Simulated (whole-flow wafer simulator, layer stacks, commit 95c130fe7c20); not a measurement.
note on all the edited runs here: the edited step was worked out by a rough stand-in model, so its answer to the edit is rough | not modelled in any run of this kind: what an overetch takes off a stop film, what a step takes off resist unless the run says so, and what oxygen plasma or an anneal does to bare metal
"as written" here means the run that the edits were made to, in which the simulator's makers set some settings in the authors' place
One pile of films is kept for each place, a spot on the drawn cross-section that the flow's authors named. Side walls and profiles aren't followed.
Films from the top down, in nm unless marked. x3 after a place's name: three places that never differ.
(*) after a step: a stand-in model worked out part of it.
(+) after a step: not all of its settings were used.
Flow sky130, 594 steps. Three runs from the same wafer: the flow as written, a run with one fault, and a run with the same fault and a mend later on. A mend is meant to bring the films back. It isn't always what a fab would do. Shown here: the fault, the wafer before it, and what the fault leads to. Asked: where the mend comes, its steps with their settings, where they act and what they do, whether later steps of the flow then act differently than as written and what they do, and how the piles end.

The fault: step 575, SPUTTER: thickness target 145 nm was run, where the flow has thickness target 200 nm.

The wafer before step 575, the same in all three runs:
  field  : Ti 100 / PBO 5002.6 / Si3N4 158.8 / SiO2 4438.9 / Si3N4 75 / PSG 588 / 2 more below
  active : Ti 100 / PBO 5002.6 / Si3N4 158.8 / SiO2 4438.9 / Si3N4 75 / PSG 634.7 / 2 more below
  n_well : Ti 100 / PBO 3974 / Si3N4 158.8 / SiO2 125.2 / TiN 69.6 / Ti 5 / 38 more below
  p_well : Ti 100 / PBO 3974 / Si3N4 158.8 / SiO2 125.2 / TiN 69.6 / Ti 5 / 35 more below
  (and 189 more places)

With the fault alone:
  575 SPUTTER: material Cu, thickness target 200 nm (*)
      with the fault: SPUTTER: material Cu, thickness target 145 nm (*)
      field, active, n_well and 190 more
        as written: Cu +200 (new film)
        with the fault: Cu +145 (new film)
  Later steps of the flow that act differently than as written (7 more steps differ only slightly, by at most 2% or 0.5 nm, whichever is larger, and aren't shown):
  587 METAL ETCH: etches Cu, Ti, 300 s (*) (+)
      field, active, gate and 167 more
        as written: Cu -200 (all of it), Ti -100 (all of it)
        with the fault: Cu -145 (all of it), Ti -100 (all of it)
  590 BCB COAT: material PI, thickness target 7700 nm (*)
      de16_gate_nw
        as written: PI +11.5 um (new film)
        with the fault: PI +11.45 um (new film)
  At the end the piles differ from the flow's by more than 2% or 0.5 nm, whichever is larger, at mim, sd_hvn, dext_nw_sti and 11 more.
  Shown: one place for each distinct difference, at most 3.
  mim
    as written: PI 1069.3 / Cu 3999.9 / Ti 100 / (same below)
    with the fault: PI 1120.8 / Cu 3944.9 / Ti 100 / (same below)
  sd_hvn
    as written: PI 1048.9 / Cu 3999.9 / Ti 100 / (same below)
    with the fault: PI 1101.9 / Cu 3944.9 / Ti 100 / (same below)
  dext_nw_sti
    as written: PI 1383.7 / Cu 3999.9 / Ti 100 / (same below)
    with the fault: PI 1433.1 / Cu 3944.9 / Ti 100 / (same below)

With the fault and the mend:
  The mend comes after step 575.
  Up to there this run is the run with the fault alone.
  575a SPUTTER: material Cu, thickness target 55 nm (*) (the flow's step 575 once more, with other settings)
      field, active, n_well and 190 more
        Cu +55
  No later step of the flow acts differently than as written at any place that is followed.
  At the end the piles are the same as the flow's at every place that both follow.
